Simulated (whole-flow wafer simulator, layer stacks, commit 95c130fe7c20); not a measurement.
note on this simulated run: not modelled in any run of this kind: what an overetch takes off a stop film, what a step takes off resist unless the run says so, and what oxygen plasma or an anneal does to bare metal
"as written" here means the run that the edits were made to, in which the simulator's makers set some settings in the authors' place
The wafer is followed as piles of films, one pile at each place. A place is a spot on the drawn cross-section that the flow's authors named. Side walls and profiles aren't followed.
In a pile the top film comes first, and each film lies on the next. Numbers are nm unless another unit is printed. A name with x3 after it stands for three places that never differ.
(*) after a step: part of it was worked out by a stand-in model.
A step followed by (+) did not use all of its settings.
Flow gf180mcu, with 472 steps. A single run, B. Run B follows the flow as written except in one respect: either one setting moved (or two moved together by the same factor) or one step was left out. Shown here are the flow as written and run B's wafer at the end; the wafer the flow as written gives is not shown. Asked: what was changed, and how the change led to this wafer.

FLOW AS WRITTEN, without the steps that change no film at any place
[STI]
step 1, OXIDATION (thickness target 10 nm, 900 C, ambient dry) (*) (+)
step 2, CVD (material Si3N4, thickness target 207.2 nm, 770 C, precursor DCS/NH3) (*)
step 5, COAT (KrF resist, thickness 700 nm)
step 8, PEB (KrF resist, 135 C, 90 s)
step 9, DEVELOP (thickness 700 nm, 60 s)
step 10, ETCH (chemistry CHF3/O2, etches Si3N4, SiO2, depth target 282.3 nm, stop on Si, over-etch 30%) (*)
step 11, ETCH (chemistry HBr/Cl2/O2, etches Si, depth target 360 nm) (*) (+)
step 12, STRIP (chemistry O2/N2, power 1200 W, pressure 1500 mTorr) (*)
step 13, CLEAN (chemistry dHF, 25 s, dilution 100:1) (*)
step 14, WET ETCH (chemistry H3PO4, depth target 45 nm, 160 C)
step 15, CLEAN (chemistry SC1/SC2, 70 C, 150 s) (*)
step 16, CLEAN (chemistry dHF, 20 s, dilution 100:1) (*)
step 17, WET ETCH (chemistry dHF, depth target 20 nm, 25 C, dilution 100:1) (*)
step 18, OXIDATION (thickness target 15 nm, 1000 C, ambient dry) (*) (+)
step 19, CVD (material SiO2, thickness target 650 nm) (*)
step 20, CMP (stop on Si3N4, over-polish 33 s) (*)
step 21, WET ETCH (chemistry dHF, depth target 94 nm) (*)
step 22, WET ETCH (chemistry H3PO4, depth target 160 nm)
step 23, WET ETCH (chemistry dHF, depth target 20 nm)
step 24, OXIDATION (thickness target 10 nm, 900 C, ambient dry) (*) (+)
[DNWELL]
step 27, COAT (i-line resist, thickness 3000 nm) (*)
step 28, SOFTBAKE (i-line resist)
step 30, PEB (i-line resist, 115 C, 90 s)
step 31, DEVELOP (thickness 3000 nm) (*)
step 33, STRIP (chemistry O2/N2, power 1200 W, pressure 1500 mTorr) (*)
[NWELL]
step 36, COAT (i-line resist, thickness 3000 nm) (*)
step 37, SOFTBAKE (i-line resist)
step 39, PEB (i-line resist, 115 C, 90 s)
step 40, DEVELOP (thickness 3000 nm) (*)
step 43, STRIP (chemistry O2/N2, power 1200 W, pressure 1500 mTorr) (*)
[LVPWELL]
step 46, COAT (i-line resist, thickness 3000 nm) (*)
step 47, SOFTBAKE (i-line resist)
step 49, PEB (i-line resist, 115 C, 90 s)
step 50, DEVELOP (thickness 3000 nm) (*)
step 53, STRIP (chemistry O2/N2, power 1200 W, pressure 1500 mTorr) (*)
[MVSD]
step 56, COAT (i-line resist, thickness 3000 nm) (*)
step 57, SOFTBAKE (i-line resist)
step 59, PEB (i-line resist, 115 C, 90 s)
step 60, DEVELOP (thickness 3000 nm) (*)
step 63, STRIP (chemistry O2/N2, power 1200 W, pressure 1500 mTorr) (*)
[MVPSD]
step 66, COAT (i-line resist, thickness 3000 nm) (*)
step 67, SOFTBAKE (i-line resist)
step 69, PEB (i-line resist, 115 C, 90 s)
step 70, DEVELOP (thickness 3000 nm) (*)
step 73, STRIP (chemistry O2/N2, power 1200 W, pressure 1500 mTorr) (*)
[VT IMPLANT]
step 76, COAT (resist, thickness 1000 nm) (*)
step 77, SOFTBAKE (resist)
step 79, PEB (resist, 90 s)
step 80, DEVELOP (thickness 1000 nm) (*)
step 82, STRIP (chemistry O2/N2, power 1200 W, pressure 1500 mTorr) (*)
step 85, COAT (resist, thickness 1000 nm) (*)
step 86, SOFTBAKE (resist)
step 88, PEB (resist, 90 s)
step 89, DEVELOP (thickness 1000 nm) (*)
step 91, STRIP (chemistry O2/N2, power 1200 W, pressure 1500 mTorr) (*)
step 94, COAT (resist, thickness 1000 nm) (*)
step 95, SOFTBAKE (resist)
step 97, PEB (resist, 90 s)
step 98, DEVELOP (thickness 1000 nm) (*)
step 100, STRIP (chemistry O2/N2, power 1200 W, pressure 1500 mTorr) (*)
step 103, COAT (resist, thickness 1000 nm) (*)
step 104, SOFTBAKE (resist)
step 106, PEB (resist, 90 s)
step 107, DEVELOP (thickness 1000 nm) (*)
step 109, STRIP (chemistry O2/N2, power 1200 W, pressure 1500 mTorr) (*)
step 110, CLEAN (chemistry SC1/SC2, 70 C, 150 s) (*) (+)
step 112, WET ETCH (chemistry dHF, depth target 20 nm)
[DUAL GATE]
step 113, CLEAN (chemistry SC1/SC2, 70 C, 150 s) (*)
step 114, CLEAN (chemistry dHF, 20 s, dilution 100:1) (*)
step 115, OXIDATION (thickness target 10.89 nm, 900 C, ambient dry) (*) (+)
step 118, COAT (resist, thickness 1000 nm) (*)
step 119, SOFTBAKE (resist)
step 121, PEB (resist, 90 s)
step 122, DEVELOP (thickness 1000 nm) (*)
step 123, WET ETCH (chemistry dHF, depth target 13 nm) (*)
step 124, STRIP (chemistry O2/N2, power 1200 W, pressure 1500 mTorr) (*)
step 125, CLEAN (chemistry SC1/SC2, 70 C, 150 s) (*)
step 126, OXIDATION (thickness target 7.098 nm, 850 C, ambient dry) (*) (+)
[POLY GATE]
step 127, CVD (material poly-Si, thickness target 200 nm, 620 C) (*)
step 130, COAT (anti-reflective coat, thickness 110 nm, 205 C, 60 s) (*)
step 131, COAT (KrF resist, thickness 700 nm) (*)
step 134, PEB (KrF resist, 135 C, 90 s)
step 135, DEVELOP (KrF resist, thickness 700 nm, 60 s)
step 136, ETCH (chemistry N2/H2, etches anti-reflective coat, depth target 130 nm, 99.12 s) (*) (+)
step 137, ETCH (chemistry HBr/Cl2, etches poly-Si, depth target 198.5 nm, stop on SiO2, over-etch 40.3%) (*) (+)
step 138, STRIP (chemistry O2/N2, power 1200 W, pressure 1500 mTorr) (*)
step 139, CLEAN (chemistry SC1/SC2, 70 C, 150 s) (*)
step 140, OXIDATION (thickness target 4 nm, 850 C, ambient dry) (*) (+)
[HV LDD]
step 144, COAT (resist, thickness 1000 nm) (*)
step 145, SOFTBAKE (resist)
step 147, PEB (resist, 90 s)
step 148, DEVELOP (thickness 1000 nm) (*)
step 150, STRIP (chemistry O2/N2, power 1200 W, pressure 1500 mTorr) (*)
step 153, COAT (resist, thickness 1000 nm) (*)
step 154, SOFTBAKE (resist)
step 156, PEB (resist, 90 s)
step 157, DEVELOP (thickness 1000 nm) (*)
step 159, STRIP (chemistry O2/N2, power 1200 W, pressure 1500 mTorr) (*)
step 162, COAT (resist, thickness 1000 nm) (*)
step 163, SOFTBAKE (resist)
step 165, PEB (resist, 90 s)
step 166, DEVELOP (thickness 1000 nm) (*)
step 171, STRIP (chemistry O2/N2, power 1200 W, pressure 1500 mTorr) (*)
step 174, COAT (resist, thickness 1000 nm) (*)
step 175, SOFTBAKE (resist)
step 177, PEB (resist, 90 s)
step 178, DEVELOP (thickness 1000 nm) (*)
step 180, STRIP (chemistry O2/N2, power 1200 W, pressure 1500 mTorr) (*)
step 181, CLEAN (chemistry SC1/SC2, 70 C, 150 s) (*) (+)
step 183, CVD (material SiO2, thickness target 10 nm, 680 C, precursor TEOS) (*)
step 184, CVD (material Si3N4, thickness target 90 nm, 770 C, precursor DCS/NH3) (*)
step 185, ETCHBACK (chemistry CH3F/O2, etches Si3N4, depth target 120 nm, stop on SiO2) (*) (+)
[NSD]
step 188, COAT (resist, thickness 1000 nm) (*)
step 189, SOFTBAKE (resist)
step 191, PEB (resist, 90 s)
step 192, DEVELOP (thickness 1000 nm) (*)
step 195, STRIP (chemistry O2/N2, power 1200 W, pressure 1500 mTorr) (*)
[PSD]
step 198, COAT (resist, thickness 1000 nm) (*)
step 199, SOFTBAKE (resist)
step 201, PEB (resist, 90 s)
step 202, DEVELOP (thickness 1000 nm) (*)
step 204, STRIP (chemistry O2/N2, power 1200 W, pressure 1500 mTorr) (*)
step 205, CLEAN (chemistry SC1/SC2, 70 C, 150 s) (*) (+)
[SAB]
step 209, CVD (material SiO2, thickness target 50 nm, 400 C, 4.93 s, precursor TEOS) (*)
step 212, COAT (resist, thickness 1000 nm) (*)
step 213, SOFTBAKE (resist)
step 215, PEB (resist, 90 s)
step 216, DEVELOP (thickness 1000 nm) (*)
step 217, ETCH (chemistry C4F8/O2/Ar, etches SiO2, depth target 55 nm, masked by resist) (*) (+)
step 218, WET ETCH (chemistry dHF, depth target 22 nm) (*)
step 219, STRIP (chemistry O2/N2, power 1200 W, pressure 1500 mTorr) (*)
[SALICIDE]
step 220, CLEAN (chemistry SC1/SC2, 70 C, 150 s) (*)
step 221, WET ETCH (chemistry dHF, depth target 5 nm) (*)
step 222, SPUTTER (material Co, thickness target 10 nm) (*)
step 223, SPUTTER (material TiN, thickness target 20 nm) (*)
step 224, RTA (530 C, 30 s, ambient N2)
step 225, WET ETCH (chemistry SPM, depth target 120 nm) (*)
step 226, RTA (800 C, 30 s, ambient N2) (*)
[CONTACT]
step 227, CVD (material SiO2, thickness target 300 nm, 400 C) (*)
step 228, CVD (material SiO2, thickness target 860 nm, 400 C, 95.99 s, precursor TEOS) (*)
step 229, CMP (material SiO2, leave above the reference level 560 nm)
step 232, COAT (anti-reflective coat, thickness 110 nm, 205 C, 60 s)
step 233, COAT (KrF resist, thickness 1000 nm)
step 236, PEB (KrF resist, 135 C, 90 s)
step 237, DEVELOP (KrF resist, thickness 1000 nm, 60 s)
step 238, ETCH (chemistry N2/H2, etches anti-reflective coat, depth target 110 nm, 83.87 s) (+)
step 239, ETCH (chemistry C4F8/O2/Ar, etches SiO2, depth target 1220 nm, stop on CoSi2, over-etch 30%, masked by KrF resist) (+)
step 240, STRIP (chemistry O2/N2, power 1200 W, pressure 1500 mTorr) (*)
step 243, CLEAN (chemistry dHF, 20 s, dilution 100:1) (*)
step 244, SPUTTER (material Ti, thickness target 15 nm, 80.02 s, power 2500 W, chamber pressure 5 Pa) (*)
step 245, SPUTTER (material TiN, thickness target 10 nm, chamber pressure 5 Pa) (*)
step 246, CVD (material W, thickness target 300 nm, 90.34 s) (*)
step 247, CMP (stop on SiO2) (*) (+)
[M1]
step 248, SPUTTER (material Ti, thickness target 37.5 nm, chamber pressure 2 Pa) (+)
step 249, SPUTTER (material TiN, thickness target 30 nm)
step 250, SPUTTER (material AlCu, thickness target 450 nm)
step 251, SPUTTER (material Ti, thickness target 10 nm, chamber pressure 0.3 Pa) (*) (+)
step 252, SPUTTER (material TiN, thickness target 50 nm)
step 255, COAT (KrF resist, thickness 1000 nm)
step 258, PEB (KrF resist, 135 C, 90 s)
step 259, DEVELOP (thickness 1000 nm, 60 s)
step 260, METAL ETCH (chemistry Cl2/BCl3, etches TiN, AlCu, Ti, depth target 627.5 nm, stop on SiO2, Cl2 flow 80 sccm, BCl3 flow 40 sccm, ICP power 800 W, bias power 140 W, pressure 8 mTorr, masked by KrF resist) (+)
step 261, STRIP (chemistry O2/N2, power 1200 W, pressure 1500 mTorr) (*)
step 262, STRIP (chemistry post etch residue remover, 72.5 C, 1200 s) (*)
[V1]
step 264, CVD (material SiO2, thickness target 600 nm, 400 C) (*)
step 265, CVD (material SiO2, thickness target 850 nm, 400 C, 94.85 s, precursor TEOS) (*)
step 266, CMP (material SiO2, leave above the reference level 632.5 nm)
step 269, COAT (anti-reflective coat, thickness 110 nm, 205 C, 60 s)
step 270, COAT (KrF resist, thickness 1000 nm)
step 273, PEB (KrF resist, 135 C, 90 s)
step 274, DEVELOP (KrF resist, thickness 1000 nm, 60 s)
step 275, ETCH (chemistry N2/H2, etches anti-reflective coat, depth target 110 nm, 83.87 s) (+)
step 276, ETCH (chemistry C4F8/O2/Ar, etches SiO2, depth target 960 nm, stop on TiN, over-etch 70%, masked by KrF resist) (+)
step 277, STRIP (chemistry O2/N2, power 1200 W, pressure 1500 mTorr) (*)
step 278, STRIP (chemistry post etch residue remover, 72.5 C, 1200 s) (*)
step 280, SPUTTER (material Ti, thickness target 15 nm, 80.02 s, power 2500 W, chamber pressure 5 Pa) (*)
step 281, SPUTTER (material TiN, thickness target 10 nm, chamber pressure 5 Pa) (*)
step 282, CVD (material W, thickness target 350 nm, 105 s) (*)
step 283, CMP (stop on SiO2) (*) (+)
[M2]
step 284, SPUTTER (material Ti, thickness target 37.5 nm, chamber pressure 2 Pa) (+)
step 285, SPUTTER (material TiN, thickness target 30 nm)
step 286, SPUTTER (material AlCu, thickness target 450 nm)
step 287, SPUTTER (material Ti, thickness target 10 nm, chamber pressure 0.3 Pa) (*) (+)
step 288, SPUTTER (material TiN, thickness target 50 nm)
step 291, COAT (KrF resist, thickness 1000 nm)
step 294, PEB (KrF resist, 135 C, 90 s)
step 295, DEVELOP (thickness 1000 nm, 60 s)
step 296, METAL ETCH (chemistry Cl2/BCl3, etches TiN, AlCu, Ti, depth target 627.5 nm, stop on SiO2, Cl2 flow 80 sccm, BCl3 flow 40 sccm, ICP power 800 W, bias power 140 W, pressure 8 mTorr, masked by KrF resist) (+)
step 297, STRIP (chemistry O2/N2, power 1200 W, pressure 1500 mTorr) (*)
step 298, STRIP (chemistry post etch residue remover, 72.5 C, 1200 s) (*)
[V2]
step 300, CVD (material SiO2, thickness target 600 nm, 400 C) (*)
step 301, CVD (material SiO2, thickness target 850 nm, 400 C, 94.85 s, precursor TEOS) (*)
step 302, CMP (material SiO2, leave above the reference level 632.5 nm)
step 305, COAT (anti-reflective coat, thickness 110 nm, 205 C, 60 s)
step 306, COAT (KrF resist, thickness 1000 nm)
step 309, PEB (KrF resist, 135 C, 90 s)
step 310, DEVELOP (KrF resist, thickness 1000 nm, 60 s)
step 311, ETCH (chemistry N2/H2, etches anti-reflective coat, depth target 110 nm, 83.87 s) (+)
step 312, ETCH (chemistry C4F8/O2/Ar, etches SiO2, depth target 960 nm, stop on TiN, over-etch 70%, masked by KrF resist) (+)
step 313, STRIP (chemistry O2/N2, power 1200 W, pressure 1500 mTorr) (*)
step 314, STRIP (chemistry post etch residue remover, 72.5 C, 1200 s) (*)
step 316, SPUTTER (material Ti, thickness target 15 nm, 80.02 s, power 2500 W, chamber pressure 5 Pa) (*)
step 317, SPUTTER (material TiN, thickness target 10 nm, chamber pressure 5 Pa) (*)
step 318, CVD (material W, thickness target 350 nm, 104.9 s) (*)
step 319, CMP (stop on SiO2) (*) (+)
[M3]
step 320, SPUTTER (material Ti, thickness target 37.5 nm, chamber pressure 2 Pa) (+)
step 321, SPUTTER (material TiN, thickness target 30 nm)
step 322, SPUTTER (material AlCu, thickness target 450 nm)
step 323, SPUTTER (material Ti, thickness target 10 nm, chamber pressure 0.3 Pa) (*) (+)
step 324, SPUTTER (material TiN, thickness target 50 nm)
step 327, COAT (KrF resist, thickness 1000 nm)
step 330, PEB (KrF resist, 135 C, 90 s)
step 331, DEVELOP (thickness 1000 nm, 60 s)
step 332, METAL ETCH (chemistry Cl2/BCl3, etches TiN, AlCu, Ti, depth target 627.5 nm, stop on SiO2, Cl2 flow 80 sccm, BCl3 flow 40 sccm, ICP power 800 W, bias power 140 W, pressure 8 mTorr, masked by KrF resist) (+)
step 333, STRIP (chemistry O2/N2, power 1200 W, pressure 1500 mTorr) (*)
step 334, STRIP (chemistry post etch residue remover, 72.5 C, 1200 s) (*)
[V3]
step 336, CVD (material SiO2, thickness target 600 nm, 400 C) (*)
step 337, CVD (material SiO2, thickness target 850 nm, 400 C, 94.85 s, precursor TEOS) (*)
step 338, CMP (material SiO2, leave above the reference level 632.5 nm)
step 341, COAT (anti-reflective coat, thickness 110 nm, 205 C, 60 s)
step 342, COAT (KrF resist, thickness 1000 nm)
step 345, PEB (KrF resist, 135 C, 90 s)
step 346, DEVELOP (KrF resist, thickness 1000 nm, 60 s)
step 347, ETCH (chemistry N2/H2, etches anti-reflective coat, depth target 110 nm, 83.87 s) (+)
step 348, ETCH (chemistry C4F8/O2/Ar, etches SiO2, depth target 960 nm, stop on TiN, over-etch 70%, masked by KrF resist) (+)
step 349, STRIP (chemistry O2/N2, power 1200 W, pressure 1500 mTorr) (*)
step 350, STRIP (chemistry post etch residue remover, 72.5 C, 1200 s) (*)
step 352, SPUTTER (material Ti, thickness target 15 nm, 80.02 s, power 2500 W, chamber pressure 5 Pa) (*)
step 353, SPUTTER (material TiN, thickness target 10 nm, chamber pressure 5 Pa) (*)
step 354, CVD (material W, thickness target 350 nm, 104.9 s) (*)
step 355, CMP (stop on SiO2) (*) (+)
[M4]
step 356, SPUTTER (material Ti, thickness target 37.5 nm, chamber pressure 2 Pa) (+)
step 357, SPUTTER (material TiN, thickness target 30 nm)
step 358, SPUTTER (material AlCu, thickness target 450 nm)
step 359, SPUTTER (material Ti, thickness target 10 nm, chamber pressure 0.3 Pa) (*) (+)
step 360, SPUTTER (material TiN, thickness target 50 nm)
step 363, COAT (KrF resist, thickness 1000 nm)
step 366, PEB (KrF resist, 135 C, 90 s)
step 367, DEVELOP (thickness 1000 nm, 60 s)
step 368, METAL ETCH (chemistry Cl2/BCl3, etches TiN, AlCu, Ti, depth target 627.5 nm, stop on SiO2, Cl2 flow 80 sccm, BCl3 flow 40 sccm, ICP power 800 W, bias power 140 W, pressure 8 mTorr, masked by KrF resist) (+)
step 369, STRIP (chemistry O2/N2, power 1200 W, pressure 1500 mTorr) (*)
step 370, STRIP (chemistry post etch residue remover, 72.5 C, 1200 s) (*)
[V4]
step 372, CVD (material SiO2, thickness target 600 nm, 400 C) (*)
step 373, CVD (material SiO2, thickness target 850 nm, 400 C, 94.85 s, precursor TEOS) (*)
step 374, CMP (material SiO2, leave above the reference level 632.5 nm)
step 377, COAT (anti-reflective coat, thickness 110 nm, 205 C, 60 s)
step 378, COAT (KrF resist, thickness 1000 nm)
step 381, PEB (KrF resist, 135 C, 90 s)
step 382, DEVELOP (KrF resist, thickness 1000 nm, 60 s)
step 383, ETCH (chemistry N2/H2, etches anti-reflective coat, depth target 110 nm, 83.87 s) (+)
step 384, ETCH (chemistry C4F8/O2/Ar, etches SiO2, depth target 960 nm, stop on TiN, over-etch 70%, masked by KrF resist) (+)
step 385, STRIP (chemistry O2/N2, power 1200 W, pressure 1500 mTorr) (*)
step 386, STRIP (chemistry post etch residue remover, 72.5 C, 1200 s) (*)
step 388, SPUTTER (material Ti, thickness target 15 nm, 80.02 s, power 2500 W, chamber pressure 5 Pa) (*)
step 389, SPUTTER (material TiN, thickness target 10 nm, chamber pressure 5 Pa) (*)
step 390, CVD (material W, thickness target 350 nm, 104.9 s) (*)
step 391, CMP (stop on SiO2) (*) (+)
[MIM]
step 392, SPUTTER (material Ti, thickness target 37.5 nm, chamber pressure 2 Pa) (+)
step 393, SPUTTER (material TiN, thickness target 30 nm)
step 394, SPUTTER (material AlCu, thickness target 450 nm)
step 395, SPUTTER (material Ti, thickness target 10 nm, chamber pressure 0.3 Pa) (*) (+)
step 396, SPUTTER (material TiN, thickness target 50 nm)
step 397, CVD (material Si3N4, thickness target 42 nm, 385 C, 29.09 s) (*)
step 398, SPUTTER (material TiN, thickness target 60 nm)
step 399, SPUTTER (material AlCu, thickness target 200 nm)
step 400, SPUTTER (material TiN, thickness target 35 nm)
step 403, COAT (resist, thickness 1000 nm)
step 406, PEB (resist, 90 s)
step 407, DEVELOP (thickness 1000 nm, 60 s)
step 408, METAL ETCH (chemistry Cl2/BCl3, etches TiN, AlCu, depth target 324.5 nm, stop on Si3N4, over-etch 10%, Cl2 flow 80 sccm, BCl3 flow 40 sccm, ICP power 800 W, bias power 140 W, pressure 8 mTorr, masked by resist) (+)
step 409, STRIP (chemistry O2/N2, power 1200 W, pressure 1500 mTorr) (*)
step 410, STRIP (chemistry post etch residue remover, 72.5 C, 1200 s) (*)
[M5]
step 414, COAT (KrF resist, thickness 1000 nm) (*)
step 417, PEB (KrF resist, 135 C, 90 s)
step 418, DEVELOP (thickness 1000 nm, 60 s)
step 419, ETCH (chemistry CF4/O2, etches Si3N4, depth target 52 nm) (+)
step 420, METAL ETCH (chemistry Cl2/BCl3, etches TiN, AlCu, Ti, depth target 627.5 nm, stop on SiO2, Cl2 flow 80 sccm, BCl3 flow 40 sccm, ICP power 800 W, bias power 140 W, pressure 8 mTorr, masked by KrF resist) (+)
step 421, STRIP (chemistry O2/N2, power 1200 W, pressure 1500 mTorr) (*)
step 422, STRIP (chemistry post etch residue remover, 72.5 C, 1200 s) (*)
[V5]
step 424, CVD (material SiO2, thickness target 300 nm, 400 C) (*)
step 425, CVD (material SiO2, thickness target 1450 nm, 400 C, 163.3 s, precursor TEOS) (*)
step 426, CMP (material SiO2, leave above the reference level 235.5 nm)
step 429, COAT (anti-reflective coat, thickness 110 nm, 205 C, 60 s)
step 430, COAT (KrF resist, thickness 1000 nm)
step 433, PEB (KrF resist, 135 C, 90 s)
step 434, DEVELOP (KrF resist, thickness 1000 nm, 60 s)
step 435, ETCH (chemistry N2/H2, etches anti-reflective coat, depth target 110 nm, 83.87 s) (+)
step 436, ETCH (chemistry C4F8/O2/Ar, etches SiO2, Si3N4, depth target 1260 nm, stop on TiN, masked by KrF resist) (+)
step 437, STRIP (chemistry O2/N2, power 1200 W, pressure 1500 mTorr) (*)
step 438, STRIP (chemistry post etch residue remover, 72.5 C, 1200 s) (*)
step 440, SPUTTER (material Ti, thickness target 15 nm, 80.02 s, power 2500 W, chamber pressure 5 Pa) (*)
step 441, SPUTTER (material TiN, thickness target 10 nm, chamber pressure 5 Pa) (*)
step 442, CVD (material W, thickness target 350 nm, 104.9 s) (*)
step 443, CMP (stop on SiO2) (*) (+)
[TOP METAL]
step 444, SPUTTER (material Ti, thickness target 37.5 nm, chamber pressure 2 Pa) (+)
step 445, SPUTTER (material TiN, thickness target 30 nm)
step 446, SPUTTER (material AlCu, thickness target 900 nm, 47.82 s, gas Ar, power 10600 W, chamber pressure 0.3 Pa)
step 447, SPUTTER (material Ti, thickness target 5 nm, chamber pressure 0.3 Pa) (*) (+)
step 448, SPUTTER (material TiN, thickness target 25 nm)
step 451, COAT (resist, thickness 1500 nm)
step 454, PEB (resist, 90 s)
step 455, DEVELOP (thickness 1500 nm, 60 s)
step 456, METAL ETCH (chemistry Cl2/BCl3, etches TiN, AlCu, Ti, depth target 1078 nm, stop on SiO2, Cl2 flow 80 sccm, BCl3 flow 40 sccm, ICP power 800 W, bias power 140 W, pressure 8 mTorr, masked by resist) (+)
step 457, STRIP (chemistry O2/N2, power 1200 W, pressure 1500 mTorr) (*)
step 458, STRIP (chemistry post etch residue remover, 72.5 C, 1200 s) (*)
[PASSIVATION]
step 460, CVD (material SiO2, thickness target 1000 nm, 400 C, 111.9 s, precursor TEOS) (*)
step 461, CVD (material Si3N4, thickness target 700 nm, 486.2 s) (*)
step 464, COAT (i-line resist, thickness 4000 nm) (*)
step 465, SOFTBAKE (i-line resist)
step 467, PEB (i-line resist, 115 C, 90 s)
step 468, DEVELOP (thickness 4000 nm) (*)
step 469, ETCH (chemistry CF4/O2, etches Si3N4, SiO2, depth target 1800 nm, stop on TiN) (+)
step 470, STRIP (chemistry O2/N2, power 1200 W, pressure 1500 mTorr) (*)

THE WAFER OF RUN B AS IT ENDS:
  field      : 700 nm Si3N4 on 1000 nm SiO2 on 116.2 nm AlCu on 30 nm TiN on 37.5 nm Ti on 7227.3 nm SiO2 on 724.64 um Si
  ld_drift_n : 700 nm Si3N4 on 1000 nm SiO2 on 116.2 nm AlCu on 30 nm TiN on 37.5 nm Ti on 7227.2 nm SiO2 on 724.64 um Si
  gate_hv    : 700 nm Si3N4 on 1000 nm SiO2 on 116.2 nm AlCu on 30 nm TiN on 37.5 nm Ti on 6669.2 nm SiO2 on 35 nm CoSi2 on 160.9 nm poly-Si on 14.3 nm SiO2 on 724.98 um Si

What caused this: step 456, METAL ETCH: depth target 808.1 nm was run, whereas the flow has depth target 1078 nm.

Step by step, how the change led to this:
  step 456, METAL ETCH (chemistry Cl2/BCl3, etches TiN, AlCu, Ti, depth target 1078 nm, stop on SiO2, Cl2 flow 80 sccm, BCl3 flow 40 sccm, ICP power 800 W, bias power 140 W, pressure 8 mTorr, masked by resist) (+)
      field, field__w1, field__w2 and 103 more: TiN loses 25 (all of it), Ti loses 5 (all of it), AlCu loses 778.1 (it would be, as written: TiN loses 25 (all of it), Ti loses 5 (all of it), AlCu loses 900 (all of it), TiN loses 30 (all of it), Ti loses 37.5 (all of it))
      field__w8, contact, m1, m1__w1, pad, m1_nw: resist loses 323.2 (it would be, as written: resist loses 431)
  step 457, STRIP (chemistry O2/N2, power 1200 W, pressure 1500 mTorr) (*)
      field__w8, contact, m1, m1__w1, pad, m1_nw: resist loses 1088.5 (all of it) (it would be, as written: resist loses 980.8 (all of it))
  step 458, STRIP (chemistry post etch residue remover, 72.5 C, 1200 s) (*)
      field, field__w1, field__w2 and 103 more: AlCu loses 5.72 (it would be, as written: nothing)
  step 460, CVD (material SiO2, thickness target 1000 nm, 400 C, 111.9 s, precursor TEOS) (*)
      field, field__w1, field__w2 and 103 more: SiO2 gains 1000 (new film) (it would be, as written: SiO2 gains 1000)
  step 464, COAT (i-line resist, thickness 4000 nm) (*)
      field__w8: i-line resist gains 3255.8 (new film) (it would be, as written: i-line resist gains 3093.1 (new film))
      contact: i-line resist gains 3299.2 (new film) (it would be, as written: i-line resist gains 3153.6 (new film))
      (and at 4 other places as well)
  step 465, SOFTBAKE (i-line resist)
      field__w5, field__w9: i-line resist gains 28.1 (it would be, as written: i-line resist gains 37.3)
      pplus_u, ppoly_u: i-line resist gains 28.4 (it would be, as written: i-line resist gains 38)
      (and at 65 other places as well)
  step 467, PEB (i-line resist, 115 C, 90 s)
      field__w8, m1__w1: i-line resist loses 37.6 (it would be, as written: i-line resist loses 34.7)
      contact, m1: i-line resist loses 37.9 (it would be, as written: i-line resist loses 35.1)
      (and at 2 other places as well)
  step 468, DEVELOP (thickness 4000 nm) (*)
      pad: i-line resist loses 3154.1 (all of it) (it would be, as written: i-line resist loses 2974.8 (all of it))
  step 470, STRIP (chemistry O2/N2, power 1200 W, pressure 1500 mTorr) (*)
      field__w8, m1__w1: i-line resist loses 1964.8 (all of it) (it would be, as written: i-line resist loses 1787.7 (all of it))
      contact: i-line resist loses 1981.9 (all of it) (it would be, as written: i-line resist loses 1811.2 (all of it))
      (and at 2 other places as well)
With metal films that touch counted as one body, field has 1 body; the flow as written gives 0 bodies.
With metal films that touch counted as one body, ld_drift_n has 1 body; the flow as written gives 0 bodies.
With metal films that touch counted as one body, gate_hv has 2 bodies (between them, from the top down: SiO2 6669.2); the flow as written gives 1 body.
